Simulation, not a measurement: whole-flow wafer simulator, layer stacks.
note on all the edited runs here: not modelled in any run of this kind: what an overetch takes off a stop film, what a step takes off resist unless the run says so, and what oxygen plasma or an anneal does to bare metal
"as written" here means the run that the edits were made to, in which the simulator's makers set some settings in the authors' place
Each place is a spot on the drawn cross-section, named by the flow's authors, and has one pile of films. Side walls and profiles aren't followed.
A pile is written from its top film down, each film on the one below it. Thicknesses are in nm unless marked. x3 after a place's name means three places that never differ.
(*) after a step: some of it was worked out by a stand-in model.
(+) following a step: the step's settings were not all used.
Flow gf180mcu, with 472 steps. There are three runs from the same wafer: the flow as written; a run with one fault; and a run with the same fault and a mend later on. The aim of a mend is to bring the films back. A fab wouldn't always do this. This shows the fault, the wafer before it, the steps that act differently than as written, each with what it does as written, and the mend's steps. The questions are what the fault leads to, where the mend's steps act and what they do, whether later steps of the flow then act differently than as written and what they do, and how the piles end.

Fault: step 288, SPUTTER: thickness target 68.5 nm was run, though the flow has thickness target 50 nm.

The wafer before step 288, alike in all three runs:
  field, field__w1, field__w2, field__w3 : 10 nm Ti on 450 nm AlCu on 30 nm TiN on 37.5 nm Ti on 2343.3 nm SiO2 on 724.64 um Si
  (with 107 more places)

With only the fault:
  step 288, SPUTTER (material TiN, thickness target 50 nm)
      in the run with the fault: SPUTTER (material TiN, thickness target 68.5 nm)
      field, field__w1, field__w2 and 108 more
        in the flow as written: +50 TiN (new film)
        in the run with the fault: +68.5 TiN (new film)
  Later steps of the flow acting differently than as written (3 more steps, not shown, differ only slightly: by at most 2% or 0.5 nm, whichever is larger):
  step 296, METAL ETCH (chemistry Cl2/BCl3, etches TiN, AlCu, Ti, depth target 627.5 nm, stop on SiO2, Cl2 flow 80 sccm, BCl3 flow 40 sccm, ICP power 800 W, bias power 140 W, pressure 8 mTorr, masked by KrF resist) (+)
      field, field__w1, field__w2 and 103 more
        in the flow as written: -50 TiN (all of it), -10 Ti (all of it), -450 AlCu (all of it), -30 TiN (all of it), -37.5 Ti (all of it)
        in the run with the fault: -68.5 TiN (all of it), -10 Ti (all of it), -450 AlCu (all of it), -30 TiN (all of it), -37.5 Ti (all of it)
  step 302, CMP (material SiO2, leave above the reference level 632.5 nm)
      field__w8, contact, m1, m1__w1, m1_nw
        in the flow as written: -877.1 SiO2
        in the run with the fault: -895.6 SiO2
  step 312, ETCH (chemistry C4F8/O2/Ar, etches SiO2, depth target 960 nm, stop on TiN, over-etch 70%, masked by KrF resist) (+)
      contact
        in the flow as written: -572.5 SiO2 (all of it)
        in the run with the fault: -554 SiO2 (all of it)
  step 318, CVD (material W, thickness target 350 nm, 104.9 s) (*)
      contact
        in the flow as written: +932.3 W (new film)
        in the run with the fault: +913.6 W (new film)
  By the end, the piles at field__w8, contact, m1, m1__w1, m1_nw depart from the flow's by more than 2% or 0.5 nm, whichever is larger.
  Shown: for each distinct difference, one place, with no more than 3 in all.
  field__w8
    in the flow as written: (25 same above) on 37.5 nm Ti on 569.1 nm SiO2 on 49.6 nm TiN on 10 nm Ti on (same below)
    in the run with the fault: (25 same above) on 37.5 nm Ti on 550.6 nm SiO2 on 68.1 nm TiN on 10 nm Ti on (same below)
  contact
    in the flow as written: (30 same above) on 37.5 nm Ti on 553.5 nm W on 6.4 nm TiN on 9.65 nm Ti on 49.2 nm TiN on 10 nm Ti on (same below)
    in the run with the fault: (30 same above) on 37.5 nm Ti on 534.8 nm W on 6.47 nm TiN on 9.76 nm Ti on 67.7 nm TiN on 10 nm Ti on (same below)

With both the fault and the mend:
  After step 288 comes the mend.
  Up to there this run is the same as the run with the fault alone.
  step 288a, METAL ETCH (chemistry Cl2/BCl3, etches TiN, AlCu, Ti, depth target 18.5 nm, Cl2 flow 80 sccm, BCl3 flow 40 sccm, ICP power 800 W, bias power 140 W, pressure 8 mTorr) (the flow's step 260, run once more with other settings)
      field, field__w1, field__w2 and 108 more
        -18.5 TiN
  None of the later steps of the flow acts differently than as written at any place that is followed.
  The piles end the same as the flow's at every place that both follow.
